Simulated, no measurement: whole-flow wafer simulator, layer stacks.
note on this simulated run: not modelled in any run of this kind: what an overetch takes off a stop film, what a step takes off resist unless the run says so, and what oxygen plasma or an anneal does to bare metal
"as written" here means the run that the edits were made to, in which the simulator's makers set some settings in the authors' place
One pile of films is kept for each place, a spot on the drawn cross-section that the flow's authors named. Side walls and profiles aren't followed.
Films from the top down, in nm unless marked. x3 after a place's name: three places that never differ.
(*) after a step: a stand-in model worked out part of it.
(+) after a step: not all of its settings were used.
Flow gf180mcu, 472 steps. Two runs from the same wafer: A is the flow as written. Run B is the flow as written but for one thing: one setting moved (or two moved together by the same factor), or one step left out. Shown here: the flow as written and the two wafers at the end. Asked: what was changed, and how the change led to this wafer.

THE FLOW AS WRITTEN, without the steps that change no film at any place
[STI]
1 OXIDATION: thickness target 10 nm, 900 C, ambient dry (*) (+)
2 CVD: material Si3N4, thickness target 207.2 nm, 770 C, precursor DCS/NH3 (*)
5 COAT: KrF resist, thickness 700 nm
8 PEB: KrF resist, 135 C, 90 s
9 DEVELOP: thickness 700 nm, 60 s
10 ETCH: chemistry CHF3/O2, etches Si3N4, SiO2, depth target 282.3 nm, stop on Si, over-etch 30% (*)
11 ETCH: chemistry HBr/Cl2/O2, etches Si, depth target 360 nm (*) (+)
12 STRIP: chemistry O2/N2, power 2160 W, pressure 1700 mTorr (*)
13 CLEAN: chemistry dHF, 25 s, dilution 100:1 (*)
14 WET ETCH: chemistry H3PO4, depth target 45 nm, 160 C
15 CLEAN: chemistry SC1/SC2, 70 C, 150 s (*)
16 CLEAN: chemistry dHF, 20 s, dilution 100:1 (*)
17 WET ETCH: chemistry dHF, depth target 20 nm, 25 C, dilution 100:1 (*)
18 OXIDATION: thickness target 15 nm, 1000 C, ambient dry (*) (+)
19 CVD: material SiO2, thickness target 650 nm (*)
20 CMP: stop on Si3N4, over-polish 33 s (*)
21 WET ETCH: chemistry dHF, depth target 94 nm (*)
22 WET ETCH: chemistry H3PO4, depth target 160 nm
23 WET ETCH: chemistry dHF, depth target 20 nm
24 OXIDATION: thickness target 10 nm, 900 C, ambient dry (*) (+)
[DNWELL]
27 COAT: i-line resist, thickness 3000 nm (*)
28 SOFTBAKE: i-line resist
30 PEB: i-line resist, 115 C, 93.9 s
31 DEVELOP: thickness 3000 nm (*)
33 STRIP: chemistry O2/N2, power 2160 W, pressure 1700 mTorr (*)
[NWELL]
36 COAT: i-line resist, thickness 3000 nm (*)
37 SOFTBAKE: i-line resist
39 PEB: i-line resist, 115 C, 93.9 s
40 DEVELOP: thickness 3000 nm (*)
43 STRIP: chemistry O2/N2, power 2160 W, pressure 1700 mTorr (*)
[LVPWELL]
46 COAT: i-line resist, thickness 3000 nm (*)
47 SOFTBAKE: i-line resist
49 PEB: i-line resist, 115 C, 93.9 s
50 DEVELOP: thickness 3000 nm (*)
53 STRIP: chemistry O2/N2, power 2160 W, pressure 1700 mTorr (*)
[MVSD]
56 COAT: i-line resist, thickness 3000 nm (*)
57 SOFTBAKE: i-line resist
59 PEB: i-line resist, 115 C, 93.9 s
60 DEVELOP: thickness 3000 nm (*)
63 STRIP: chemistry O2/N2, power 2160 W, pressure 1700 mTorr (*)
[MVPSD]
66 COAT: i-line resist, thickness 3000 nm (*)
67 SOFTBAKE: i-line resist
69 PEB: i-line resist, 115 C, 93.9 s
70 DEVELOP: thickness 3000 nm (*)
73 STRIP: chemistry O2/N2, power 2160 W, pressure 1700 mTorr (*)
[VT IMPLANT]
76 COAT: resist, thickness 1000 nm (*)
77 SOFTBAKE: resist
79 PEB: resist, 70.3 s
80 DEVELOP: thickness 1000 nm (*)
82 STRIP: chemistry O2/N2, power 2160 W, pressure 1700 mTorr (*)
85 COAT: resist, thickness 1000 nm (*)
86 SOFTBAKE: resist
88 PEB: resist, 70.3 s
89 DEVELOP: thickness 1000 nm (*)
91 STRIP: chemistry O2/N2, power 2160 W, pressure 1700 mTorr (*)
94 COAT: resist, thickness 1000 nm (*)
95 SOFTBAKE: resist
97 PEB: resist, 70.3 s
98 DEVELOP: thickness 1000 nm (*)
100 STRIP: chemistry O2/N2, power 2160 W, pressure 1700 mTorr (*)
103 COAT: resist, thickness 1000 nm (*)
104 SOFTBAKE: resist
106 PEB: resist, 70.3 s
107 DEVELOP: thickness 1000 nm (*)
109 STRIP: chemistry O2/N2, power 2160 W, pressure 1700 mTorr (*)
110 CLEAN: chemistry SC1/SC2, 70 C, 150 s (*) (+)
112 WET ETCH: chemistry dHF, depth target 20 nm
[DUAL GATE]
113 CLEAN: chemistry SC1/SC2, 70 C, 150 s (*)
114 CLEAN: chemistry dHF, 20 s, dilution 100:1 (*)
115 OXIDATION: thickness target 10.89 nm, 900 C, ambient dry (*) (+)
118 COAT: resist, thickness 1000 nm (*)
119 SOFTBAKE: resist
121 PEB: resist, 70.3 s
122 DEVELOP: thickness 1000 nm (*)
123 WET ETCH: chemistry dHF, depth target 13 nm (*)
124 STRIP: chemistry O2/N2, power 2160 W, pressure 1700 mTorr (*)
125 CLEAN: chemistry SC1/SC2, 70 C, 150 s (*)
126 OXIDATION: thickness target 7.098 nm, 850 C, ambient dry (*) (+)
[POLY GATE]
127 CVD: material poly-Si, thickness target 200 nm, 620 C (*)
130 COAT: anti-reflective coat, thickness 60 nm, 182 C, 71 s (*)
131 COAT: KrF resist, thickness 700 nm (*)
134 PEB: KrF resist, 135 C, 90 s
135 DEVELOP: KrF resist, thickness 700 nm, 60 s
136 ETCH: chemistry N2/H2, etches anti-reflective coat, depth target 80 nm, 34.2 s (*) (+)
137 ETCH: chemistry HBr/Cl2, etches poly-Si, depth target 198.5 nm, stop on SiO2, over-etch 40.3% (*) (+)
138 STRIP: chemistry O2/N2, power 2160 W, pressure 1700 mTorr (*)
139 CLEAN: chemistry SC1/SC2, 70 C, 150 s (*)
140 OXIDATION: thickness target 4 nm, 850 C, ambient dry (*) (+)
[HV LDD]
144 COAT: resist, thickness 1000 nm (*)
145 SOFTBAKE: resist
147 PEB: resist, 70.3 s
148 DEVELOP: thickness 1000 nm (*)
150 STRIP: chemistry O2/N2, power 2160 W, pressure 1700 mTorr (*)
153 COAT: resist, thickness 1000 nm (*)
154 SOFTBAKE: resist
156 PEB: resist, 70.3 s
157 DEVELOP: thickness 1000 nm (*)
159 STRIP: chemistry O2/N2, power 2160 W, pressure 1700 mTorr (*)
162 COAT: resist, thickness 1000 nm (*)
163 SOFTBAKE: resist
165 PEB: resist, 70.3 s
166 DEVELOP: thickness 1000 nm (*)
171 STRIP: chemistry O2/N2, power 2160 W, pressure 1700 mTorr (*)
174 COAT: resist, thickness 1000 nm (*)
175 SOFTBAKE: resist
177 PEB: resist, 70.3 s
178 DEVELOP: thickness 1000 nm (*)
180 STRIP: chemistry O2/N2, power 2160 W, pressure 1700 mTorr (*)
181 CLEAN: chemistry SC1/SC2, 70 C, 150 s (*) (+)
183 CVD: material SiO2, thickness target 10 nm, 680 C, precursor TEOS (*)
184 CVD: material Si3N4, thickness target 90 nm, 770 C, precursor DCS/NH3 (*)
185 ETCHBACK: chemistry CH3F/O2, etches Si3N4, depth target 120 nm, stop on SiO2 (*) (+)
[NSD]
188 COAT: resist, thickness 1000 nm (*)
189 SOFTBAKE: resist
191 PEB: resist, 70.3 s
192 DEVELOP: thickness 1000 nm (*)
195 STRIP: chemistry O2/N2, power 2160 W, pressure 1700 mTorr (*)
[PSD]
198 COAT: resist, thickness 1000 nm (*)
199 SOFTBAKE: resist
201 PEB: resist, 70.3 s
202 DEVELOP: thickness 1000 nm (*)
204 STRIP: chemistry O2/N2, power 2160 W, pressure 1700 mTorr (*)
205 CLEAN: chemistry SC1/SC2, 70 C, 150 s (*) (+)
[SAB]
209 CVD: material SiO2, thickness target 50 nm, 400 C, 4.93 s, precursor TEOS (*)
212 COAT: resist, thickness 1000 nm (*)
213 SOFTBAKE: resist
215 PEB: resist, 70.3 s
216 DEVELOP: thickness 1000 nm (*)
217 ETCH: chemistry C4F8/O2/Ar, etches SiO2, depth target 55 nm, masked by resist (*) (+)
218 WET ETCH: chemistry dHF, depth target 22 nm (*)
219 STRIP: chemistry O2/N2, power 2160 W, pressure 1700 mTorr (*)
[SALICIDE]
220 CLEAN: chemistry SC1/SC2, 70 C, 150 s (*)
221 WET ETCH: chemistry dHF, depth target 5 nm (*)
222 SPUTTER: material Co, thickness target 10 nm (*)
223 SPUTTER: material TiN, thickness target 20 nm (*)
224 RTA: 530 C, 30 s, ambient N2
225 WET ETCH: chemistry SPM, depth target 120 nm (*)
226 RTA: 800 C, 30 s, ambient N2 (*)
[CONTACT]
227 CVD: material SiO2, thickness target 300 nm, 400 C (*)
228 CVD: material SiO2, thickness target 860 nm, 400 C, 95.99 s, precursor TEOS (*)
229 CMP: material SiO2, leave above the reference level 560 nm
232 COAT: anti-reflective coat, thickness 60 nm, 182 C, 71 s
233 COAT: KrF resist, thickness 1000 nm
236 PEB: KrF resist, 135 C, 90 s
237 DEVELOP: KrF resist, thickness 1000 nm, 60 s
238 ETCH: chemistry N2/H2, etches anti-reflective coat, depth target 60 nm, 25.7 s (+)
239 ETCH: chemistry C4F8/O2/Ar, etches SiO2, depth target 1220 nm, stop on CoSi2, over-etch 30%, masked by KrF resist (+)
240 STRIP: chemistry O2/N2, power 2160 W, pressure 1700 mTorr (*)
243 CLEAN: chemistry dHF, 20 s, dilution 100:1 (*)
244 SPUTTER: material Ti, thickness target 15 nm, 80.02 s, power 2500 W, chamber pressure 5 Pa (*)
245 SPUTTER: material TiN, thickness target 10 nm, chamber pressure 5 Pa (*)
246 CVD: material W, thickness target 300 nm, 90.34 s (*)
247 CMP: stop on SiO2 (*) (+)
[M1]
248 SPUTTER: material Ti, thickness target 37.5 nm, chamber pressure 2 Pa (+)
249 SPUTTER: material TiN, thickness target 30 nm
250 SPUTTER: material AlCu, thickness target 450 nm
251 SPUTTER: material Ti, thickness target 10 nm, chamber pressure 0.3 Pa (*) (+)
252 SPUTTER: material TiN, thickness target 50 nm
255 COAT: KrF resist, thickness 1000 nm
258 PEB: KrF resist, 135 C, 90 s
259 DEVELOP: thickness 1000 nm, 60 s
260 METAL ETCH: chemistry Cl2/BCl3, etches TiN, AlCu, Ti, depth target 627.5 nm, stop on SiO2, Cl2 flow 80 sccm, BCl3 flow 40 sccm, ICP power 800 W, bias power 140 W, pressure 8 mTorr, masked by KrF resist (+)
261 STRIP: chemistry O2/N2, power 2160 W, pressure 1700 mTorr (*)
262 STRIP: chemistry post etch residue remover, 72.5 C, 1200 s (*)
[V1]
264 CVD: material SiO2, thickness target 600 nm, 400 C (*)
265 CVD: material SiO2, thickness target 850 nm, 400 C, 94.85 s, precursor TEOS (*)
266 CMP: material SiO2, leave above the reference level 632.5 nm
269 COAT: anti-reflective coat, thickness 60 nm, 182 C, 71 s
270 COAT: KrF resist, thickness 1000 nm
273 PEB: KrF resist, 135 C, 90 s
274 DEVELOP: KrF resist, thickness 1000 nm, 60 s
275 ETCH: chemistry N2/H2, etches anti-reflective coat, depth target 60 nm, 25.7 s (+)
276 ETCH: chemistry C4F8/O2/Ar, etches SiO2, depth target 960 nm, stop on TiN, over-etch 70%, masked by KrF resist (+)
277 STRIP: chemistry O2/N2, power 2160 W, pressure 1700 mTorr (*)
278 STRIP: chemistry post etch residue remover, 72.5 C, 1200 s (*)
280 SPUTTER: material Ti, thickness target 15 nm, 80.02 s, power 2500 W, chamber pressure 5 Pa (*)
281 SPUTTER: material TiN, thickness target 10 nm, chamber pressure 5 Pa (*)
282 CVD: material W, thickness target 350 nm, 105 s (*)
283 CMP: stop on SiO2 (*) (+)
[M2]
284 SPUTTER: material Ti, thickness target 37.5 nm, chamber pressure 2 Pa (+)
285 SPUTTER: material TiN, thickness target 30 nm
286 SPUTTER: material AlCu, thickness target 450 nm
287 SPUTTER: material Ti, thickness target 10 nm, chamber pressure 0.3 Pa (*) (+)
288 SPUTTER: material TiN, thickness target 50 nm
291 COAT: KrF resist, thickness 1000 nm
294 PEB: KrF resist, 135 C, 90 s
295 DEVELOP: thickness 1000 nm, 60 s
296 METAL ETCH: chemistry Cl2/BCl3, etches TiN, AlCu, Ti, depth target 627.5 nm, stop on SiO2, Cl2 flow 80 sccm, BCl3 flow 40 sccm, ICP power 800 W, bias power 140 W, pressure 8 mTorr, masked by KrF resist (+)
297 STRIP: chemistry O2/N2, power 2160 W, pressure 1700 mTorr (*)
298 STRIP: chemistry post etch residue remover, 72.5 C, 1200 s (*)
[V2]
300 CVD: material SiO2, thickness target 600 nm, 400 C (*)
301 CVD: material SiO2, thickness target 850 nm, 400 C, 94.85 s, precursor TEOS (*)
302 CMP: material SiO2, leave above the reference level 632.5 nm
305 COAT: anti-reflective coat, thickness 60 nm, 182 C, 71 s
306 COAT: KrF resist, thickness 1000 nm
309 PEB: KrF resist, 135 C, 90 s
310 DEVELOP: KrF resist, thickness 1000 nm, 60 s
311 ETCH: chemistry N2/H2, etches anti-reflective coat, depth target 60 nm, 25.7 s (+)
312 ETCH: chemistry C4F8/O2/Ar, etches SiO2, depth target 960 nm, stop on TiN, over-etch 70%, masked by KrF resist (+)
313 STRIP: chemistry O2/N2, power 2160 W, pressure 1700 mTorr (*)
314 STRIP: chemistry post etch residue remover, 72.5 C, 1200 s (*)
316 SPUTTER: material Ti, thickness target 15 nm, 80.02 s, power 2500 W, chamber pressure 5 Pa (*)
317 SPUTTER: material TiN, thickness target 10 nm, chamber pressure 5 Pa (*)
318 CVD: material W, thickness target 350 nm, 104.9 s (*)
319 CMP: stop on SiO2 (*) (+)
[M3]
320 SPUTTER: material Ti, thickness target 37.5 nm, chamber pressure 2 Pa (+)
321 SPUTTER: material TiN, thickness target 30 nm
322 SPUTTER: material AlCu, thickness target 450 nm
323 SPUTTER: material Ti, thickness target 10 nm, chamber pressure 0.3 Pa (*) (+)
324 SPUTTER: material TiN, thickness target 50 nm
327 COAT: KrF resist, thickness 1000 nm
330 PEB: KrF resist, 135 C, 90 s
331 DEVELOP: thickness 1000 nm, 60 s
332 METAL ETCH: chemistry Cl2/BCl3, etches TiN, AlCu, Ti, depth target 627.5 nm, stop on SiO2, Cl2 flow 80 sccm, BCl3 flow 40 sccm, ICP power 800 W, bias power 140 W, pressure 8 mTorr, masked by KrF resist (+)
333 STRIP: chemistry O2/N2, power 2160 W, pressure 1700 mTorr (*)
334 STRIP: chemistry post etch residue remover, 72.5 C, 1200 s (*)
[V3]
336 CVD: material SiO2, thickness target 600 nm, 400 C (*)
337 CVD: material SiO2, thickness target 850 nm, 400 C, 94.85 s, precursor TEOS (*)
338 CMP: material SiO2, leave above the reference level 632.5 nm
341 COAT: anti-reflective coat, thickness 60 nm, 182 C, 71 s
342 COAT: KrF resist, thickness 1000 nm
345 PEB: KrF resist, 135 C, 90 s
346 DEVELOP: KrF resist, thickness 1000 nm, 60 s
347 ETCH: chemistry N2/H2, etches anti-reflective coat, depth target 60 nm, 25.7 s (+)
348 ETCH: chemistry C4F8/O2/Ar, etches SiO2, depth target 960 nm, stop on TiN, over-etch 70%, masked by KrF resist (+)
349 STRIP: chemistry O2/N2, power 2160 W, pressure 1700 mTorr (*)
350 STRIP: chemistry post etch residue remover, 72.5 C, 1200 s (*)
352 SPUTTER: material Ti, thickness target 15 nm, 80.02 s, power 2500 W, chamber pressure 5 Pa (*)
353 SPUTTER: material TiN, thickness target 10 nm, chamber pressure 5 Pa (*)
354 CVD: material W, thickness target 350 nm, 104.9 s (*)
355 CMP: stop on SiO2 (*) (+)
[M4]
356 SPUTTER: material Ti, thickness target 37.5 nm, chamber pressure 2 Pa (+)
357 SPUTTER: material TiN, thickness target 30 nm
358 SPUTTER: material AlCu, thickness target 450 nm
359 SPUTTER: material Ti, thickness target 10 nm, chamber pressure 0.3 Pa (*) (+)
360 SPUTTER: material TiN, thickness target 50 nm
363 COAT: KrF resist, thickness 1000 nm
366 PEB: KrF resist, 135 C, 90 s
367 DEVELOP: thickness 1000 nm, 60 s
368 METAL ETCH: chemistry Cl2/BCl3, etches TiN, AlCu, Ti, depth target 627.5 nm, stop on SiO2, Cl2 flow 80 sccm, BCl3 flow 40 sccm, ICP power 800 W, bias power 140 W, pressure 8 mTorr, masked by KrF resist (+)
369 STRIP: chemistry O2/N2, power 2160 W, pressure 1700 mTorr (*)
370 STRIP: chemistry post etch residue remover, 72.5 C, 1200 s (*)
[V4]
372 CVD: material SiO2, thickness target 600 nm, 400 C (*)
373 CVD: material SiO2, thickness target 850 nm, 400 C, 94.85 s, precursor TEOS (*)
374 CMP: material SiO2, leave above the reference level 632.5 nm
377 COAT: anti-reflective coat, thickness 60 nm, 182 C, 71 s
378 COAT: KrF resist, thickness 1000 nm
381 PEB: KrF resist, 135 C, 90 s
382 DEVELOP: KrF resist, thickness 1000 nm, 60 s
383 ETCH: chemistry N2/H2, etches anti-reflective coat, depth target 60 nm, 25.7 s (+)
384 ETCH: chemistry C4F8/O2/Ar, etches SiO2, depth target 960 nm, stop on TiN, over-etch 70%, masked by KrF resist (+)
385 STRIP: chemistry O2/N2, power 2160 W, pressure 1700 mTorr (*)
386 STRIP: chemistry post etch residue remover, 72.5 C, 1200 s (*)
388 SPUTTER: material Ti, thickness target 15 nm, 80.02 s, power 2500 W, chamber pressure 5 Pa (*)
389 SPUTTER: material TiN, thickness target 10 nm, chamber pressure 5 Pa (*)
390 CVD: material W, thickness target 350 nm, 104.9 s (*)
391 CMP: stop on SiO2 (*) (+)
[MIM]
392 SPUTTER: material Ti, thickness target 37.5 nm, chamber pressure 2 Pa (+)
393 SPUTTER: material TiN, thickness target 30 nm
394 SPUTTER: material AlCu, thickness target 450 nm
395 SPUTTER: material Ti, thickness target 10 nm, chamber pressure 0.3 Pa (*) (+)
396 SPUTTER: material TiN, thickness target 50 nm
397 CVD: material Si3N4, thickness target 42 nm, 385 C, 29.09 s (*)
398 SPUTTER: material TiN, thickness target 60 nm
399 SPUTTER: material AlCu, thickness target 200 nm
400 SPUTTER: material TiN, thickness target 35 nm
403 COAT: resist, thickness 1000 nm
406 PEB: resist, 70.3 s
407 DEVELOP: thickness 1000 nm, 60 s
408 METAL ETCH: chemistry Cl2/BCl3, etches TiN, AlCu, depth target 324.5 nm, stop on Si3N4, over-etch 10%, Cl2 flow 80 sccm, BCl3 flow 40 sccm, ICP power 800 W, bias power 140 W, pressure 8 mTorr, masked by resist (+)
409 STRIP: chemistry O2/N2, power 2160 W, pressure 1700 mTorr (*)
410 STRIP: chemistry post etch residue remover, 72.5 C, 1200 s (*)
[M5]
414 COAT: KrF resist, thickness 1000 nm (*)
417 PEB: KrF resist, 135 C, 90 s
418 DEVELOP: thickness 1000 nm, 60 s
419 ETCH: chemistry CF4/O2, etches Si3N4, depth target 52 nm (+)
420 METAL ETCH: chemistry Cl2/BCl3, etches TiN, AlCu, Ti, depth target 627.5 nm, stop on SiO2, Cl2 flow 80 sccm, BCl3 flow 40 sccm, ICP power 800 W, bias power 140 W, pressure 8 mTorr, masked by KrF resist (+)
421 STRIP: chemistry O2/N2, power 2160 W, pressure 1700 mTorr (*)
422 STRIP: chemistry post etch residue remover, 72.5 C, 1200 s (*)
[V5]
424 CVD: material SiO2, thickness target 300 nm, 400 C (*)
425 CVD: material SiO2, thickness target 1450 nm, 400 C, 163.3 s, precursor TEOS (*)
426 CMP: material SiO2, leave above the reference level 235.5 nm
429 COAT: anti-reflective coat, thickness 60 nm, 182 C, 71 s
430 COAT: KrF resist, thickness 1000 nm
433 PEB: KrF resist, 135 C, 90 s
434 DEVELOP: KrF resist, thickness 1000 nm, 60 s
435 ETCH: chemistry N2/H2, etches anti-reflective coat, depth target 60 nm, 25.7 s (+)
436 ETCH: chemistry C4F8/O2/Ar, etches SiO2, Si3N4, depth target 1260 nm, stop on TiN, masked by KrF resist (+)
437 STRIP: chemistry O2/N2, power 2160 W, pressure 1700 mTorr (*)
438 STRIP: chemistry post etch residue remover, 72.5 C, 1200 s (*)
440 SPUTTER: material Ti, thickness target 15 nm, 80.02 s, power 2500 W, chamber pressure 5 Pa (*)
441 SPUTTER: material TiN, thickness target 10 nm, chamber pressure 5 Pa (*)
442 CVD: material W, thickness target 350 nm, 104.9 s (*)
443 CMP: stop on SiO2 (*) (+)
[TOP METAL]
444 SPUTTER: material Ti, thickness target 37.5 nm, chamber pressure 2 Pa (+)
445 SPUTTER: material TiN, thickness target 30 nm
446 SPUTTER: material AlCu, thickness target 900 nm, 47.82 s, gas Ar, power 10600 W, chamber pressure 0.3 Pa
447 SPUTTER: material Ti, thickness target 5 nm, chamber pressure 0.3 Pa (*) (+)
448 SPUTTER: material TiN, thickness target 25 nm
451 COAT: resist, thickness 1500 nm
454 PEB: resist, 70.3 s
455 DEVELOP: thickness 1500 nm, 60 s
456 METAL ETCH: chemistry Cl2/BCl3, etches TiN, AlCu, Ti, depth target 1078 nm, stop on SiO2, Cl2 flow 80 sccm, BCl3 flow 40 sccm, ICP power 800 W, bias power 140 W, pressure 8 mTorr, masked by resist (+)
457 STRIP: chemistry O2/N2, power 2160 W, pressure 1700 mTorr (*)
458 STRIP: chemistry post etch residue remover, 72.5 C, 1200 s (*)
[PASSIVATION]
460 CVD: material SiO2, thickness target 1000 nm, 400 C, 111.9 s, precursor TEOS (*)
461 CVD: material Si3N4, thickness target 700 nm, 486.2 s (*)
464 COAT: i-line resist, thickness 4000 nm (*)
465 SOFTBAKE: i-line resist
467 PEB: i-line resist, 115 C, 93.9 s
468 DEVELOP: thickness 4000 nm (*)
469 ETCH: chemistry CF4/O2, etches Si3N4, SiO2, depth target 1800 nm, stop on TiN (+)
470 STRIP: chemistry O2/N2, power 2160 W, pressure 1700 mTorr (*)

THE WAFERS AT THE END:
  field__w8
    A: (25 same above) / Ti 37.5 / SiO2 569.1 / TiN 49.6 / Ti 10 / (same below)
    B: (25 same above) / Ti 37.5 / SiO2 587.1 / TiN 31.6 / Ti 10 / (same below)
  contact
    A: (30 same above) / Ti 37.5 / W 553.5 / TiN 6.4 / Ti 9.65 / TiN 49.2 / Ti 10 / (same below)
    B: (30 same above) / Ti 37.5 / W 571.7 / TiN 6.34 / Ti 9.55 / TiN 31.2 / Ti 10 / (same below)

The cause: step 288, SPUTTER: thickness target 32 nm was run, where the flow has thickness target 50 nm.

How the change led to this, step by step:
  288 SPUTTER: material TiN, thickness target 50 nm
      field, field__w1, field__w2 and 108 more: A TiN +50 (new film) | B TiN +32 (new film)
  296 METAL ETCH: chemistry Cl2/BCl3, etches TiN, AlCu, Ti, depth target 627.5 nm, stop on SiO2, Cl2 flow 80 sccm, BCl3 flow 40 sccm, ICP power 800 W, bias power 140 W, pressure 8 mTorr, masked by KrF resist (+)
      field, field__w1, field__w2 and 103 more: A TiN -50 (all of it), Ti -10 (all of it), AlCu -450 (all of it), TiN -30 (all of it), Ti -37.5 (all of it) | B TiN -32 (all of it), Ti -10 (all of it), AlCu -450 (all of it), TiN -30 (all of it), Ti -37.5 (all of it)
  302 CMP: material SiO2, leave above the reference level 632.5 nm
      field__w8, contact, m1, m1__w1, m1_nw: A SiO2 -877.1 | B SiO2 -859.1
  312 ETCH: chemistry C4F8/O2/Ar, etches SiO2, depth target 960 nm, stop on TiN, over-etch 70%, masked by KrF resist (+)
      contact: A SiO2 -572.5 (all of it) | B SiO2 -590.5 (all of it)
